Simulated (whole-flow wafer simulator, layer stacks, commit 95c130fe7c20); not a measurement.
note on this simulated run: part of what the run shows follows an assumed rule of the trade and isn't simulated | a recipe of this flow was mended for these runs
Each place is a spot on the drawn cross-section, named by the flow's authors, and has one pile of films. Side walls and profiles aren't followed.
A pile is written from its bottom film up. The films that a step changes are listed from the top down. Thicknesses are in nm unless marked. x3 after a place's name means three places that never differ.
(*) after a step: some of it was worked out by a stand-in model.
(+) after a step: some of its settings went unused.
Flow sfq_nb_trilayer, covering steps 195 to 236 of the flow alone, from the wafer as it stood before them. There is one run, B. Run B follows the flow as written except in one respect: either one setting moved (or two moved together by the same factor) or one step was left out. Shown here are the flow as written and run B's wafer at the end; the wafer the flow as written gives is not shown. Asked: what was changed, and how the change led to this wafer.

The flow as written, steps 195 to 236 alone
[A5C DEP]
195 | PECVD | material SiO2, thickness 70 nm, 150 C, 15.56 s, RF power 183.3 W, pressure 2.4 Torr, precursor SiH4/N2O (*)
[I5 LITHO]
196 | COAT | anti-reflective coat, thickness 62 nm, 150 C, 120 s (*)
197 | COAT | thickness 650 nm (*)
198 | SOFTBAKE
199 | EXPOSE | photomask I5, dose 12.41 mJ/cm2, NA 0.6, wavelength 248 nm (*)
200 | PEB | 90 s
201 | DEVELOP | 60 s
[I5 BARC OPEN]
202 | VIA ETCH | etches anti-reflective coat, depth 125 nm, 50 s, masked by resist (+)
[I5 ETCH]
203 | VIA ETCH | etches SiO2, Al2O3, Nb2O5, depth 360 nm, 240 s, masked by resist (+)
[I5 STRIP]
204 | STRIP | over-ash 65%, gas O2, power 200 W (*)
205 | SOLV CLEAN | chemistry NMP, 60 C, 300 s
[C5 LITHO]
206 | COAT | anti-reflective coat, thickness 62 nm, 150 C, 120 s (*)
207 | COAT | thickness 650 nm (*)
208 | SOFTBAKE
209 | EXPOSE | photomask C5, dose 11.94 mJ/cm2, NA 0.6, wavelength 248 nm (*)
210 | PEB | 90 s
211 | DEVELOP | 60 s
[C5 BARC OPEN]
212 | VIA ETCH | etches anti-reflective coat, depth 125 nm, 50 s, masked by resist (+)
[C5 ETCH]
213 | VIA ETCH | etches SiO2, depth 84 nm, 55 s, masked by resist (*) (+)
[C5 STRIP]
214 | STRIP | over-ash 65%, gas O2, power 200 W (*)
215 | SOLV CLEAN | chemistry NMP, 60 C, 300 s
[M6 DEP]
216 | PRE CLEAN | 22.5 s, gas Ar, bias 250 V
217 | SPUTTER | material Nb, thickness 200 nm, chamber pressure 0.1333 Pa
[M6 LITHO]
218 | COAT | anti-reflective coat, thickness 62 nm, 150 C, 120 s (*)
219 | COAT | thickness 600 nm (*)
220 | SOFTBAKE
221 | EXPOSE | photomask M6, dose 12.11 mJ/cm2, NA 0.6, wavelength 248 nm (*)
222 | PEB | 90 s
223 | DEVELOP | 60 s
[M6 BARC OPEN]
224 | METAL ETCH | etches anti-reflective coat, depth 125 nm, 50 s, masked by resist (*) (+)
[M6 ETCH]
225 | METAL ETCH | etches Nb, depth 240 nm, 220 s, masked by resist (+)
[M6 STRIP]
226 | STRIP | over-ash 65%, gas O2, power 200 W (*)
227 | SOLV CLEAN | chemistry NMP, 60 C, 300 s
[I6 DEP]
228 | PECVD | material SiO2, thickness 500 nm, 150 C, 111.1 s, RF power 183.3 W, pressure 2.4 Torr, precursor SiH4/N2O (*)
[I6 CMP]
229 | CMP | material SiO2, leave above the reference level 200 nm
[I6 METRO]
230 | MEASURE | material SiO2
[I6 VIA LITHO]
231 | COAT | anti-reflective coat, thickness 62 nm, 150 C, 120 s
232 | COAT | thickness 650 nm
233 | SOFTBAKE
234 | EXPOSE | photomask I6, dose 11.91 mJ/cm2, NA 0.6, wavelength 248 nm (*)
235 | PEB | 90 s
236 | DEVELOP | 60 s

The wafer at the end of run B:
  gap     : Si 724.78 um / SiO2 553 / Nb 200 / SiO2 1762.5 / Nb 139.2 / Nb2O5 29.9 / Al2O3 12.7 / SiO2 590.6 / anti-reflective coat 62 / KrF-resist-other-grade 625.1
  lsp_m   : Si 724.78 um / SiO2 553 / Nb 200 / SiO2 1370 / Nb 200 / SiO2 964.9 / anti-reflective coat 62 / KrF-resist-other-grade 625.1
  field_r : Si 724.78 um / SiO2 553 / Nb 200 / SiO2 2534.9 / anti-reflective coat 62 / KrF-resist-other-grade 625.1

The reason: step 195, PECVD: 11.82 s was run, while the flow as written has 15.56 s.

Step by step, how the change led to this:
  195 | PECVD | material SiO2, thickness 70 nm, 150 C, 15.56 s, RF power 183.3 W, pressure 2.4 Torr, precursor SiH4/N2O (*)
      field_l, v_sur, via_wl and 92 more: +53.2 SiO2 (as written it would have been: +70 SiO2)
      ce_l, c5j, ce_r and 8 more: +53.2 SiO2 (new film) (as written it would have been: +70 SiO2 (new film))
  203 | VIA ETCH | etches SiO2, Al2O3, Nb2O5, depth 360 nm, 240 s, masked by resist (+)
      be: -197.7 SiO2 (all of it), -12.7 Al2O3 (all of it), -29.9 Nb2O5 (all of it), -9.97 Nb (as written it would have been: -214.5 SiO2 (all of it), -12.7 Al2O3 (all of it), -29.9 Nb2O5 (all of it), -8.57 Nb)
  213 | VIA ETCH | etches SiO2, depth 84 nm, 55 s, masked by resist (*) (+)
      c5j: -53 SiO2 (all of it), -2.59 Nb (as written it would have been: -69.7 SiO2 (all of it), -1.19 Nb)
      res: -52.9 SiO2 (all of it), -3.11 Ti (as written it would have been: -69.7 SiO2 (all of it), -1.43 Ti)
  217 | SPUTTER | material Nb, thickness 200 nm, chamber pressure 0.1333 Pa
      be: +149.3 Nb (as written it would have been: +145.8 Nb)
      c5j: +193.2 Nb (as written it would have been: +188.4 Nb)
  218 | COAT | anti-reflective coat, thickness 62 nm, 150 C, 120 s (*)
      jj_sur: +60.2 anti-reflective coat (new film) (as written it would have been: +57.9 anti-reflective coat (new film))
      ce_l: +60.7 anti-reflective coat (new film) (as written it would have been: +56.7 anti-reflective coat (new film))
      (and at 6 other places as well)
  226 | STRIP | over-ash 65%, gas O2, power 200 W (*)
      be: -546 KrF-resist-other-grade (all of it), -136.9 anti-reflective coat (all of it) (as written it would have been: -559.4 KrF-resist-other-grade (all of it), -139.6 anti-reflective coat (all of it))
      jj_sur: -361.1 KrF-resist-other-grade (all of it), -60.2 anti-reflective coat (all of it) (as written it would have been: -361.7 KrF-resist-other-grade (all of it), -57.9 anti-reflective coat (all of it))
      (and at 7 other places as well)
  228 | PECVD | material SiO2, thickness 500 nm, 150 C, 111.1 s, RF power 183.3 W, pressure 2.4 Torr, precursor SiH4/N2O (*)
      be: +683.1 SiO2 (new film) (as written it would have been: +702 SiO2 (new film))
      c5j: +500 SiO2 (new film) (as written it would have been: +514.7 SiO2 (new film))
  229 | CMP | material SiO2, leave above the reference level 200 nm
      c5j: -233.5 SiO2 (as written it would have been: -228 SiO2)
      res: -297.4 SiO2 (as written it would have been: -279.3 SiO2)
